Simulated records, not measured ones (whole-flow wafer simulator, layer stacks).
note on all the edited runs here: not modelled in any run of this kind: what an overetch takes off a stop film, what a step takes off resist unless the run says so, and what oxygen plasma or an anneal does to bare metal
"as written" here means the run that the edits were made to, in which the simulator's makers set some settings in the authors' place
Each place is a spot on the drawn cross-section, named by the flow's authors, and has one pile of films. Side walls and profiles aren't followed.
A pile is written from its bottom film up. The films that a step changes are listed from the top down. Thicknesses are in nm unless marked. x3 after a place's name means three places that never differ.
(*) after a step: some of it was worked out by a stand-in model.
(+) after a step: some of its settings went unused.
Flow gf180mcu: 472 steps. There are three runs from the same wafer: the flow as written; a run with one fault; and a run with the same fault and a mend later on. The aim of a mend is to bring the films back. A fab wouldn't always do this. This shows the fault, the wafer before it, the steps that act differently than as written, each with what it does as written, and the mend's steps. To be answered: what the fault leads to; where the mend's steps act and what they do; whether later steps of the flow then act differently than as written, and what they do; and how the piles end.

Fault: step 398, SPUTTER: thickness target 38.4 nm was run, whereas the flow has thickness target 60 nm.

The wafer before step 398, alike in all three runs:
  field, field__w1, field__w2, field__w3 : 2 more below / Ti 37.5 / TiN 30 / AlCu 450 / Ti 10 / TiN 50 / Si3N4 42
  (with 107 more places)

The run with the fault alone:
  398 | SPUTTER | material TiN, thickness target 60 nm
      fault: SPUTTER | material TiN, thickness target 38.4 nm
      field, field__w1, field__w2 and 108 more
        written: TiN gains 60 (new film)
        fault: TiN gains 38.4 (new film)
  Steps later in the flow that act otherwise than as written (6 other steps are not shown; they differ only slightly, by no more than 2% or 0.5 nm, whichever is larger):
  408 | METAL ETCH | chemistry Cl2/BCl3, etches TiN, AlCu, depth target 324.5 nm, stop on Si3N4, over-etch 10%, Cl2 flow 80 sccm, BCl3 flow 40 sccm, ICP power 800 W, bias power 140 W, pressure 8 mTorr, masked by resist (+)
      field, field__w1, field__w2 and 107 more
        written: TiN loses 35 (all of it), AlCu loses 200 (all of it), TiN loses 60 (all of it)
        fault: TiN loses 35 (all of it), AlCu loses 200 (all of it), TiN loses 38.4 (all of it)
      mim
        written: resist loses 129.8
        fault: resist loses 120.3
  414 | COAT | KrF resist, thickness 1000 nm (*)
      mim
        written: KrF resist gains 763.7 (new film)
        fault: KrF resist gains 780.2 (new film)
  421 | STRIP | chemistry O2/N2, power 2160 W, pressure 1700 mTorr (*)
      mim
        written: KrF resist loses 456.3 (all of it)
        fault: KrF resist loses 472.5 (all of it)
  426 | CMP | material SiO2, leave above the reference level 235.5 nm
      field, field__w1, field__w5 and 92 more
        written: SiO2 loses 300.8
        fault: SiO2 loses 322.4
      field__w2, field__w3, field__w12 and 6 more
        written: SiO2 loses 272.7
        fault: SiO2 loses 294.3
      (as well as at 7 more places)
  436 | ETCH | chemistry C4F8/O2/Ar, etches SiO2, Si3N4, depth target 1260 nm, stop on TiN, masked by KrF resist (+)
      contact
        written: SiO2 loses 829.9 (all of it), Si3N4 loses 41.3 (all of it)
        fault: SiO2 loses 808.3 (all of it), Si3N4 loses 41.3 (all of it)
  The piles end different from the flow's at field__w8, contact, m1, m1__w1, mim, m1_nw by more than 2% or 0.5 nm, whichever is larger.
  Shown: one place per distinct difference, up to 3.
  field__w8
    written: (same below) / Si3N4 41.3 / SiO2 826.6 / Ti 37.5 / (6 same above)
    fault: (same below) / Si3N4 41.3 / SiO2 805 / Ti 37.5 / (6 same above)
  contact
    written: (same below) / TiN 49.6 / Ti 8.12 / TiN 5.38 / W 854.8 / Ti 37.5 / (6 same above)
    fault: (same below) / TiN 49.6 / Ti 8.22 / TiN 5.45 / W 833 / Ti 37.5 / (6 same above)
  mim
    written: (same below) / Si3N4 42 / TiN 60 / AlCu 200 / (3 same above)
    fault: (same below) / Si3N4 42 / TiN 38.4 / AlCu 200 / (3 same above)

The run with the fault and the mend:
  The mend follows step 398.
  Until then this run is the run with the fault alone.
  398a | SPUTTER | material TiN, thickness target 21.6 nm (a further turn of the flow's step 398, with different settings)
      field, field__w1, field__w2 and 108 more
        TiN gains 21.6
  None of the later steps of the flow acts differently than as written at any place that is followed.
  At every place that both follow, the piles at the end match the flow's.
